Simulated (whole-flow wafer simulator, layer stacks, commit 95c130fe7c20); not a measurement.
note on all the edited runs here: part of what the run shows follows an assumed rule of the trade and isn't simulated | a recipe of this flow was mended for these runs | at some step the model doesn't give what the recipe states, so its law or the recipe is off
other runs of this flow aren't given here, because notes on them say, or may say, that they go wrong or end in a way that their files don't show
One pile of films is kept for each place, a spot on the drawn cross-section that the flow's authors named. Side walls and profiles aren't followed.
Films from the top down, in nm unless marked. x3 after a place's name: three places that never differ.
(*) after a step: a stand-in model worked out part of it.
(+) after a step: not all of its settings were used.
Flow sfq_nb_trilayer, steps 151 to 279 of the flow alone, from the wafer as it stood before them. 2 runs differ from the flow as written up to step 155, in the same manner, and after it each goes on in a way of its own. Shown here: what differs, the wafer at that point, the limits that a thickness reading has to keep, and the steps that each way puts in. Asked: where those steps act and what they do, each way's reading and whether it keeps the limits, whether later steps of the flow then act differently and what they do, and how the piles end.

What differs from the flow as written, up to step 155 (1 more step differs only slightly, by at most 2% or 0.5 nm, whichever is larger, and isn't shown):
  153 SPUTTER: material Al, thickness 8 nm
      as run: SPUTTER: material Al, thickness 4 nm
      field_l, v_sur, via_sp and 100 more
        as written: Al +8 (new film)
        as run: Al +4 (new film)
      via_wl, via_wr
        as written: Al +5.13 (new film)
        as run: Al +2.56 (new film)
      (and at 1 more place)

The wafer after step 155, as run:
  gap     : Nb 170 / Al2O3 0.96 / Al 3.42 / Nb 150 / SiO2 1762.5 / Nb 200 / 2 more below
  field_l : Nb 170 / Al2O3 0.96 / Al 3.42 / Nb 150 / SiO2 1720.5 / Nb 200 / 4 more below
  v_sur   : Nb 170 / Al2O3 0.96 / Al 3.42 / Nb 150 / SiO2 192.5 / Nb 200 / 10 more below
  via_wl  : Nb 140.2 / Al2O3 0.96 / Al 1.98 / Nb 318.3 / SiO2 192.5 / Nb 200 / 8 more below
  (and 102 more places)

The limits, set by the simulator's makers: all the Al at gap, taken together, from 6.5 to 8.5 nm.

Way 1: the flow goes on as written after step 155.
  The reading after step 155: 3.42 nm, outside the limits.
  Later steps of the flow that act differently than as written (18 more steps differ only slightly, by at most 2% or 0.5 nm, whichever is larger, and aren't shown):
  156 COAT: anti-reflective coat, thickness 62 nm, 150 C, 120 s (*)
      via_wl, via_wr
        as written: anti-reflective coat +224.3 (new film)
        this way: anti-reflective coat +218.8 (new film)
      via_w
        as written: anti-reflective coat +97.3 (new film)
        this way: anti-reflective coat +95.3 (new film)
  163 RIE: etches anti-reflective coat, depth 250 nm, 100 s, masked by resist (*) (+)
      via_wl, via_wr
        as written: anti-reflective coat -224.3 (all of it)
        this way: anti-reflective coat -218.8 (all of it)
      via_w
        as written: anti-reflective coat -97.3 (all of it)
        this way: anti-reflective coat -95.3 (all of it)
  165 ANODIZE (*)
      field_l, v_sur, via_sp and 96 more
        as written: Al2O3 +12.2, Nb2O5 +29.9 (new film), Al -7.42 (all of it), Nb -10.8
        this way: Al2O3 +5.64, Nb2O5 +41.7 (new film), Al -3.42 (all of it), Nb -15
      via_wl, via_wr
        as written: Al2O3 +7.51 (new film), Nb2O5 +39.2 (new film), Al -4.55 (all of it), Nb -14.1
        this way: Al2O3 +3.27 (new film), Nb2O5 +46.8 (new film), Al -1.98 (all of it), Nb -16.8
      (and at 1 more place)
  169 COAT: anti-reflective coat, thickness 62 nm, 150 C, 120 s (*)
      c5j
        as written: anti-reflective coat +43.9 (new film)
        this way: anti-reflective coat +42.9 (new film)
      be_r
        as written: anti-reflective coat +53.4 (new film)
        this way: anti-reflective coat +54.5 (new film)
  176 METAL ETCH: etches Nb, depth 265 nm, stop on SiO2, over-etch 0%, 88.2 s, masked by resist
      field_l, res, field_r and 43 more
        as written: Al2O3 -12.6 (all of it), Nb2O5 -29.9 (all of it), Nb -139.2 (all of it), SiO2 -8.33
        this way: Al2O3 -5.96 (all of it), Nb2O5 -41.7 (all of it), Nb -135 (all of it), SiO2 -8.23
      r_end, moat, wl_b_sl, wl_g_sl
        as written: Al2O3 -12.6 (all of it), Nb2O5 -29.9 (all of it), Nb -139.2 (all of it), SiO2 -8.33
        this way: Al2O3 -5.97 (all of it), Nb2O5 -41.7 (all of it), Nb -135 (all of it), SiO2 -8.23
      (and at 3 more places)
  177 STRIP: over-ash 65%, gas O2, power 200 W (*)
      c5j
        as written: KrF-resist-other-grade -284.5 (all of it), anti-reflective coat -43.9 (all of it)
        this way: KrF-resist-other-grade -288.7 (all of it), anti-reflective coat -42.9 (all of it)
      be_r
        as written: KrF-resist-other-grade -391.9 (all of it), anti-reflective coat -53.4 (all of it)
        this way: KrF-resist-other-grade -390.5 (all of it), anti-reflective coat -54.5 (all of it)
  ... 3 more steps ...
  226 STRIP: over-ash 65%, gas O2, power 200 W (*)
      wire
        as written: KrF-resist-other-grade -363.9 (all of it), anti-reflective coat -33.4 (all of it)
        this way: KrF-resist-other-grade -363.3 (all of it), anti-reflective coat -34.1 (all of it)
  At the end the piles differ from the flow's by more than 2% or 0.5 nm, whichever is larger, at v_sur, via_wl, via_w and 49 more.
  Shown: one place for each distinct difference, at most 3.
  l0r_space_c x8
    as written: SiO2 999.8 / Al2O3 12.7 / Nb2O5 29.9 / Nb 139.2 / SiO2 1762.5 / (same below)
    this way: SiO2 994.9 / Al2O3 6.09 / Nb2O5 41.7 / Nb 135 / SiO2 1762.5 / (same below)
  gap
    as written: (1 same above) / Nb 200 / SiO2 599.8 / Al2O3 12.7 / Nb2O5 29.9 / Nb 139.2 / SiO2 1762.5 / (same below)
    this way: (1 same above) / Nb 200 / SiO2 594.9 / Al2O3 6.09 / Nb2O5 41.7 / Nb 135 / SiO2 1762.5 / (same below)
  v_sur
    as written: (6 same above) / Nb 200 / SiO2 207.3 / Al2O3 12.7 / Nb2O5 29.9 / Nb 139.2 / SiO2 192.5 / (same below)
    this way: (6 same above) / Nb 200 / SiO2 202.4 / Al2O3 6.09 / Nb2O5 41.7 / Nb 135 / SiO2 192.5 / (same below)

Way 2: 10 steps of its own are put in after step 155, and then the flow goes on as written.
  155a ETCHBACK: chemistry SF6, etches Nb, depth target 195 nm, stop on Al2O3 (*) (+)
      field_l, v_sur, via_sp and 100 more
        Nb -170 (all of it), Al2O3 -0.5
      via_wl, via_wr
        Nb -140.2 (all of it), Al2O3 -0.96 (all of it)
      via_w
        Nb -140.3 (all of it), Al2O3 -0.96 (all of it)
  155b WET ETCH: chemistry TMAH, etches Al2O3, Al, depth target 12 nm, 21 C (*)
      field_l, v_sur, via_sp and 100 more
        Al2O3 -0.46 (all of it), Al -3.42 (all of it)
      via_wl, via_wr
        Al -1.98 (all of it)
      via_w
        Al -2.96 (all of it)
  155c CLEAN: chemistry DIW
      changes no film at any place that is followed
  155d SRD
      changes no film at any place that is followed
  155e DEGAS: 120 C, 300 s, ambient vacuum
      changes no film at any place that is followed
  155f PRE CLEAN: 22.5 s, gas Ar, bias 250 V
      field_l, v_sur, via_wl and 103 more
        Nb -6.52
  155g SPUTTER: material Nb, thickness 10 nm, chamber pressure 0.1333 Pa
      field_l, v_sur, via_sp and 100 more
        Nb +10
      via_wl, via_wr
        Nb +6.24
      via_w
        Nb +8.73
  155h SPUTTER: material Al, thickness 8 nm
      field_l, v_sur, via_sp and 100 more
        Al +8 (new film)
      via_wl, via_wr
        Al +5.14 (new film)
      via_w
        Al +7.04 (new film)
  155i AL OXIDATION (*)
      field_l, v_sur, via_wl and 103 more
        Al2O3 +0.96 (new film), Al -0.58
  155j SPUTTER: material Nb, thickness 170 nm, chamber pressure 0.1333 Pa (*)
      field_l, v_sur, via_sp and 100 more
        Nb +170 (new film)
      via_wl, via_wr
        Nb +114.7 (new film)
      via_w
        Nb +146 (new film)
  The reading after step 155j: 7.42 nm, within the limits.
  Later steps of the flow that act differently than as written (20 more steps differ only slightly, by at most 2% or 0.5 nm, whichever is larger, and aren't shown):
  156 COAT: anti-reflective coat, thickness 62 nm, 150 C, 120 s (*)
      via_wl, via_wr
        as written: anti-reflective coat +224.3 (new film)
        this way: anti-reflective coat +271 (new film)
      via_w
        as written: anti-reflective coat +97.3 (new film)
        this way: anti-reflective coat +104.6 (new film)
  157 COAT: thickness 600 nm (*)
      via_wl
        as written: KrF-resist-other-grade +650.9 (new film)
        this way: KrF-resist-other-grade +635.7 (new film)
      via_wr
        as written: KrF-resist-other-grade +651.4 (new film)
        this way: KrF-resist-other-grade +636.2 (new film)
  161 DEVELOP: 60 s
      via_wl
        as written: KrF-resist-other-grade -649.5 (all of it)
        this way: KrF-resist-other-grade -634.4 (all of it)
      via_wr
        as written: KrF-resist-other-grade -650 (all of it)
        this way: KrF-resist-other-grade -634.9 (all of it)
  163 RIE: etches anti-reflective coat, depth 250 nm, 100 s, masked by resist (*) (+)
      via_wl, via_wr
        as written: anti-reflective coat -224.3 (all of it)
        this way: anti-reflective coat -250
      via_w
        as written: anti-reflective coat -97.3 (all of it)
        this way: anti-reflective coat -104.6 (all of it)
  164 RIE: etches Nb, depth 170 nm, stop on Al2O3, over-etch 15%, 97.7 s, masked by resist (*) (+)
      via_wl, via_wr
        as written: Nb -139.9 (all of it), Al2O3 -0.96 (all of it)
        this way: anti-reflective coat -21 (all of it), Nb -114.7 (all of it), Al2O3 -0.51
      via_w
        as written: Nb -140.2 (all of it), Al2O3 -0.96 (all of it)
        this way: Nb -146 (all of it), Al2O3 -0.96 (all of it)
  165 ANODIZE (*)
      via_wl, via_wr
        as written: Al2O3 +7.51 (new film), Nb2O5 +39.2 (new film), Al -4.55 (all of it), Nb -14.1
        this way: Al2O3 +7.53, Nb2O5 +38.4 (new film), Al -4.56 (all of it), Nb -6.24
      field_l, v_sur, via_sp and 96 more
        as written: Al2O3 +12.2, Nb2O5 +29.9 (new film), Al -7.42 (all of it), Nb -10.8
        this way: Al2O3 +12.2, Nb2O5 +29.9 (new film), Al -7.42 (all of it), Nb -10
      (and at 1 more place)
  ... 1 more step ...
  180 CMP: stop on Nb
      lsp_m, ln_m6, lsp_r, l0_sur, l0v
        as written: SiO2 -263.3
        this way: SiO2 -254.2
  At the end the piles differ from the flow's by more than 2% or 0.5 nm, whichever is larger, at v_sur, via_wl, via_wr and 48 more.
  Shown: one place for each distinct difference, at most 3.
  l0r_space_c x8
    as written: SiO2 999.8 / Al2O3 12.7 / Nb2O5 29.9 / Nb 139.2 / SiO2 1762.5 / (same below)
    this way: SiO2 999.1 / Al2O3 12.7 / Nb2O5 29.9 / Nb 143.5 / SiO2 1762.5 / (same below)
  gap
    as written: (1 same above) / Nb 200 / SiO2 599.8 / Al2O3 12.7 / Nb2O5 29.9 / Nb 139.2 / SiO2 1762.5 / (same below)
    this way: (1 same above) / Nb 200 / SiO2 599.1 / Al2O3 12.7 / Nb2O5 29.9 / Nb 143.5 / SiO2 1762.5 / (same below)
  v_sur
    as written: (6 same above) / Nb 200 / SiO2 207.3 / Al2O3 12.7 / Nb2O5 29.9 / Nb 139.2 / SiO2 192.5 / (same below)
    this way: (6 same above) / Nb 200 / SiO2 206.6 / Al2O3 12.7 / Nb2O5 29.9 / Nb 143.5 / SiO2 192.5 / (same below)

Within the limits: way 2. Outside them: way 1.
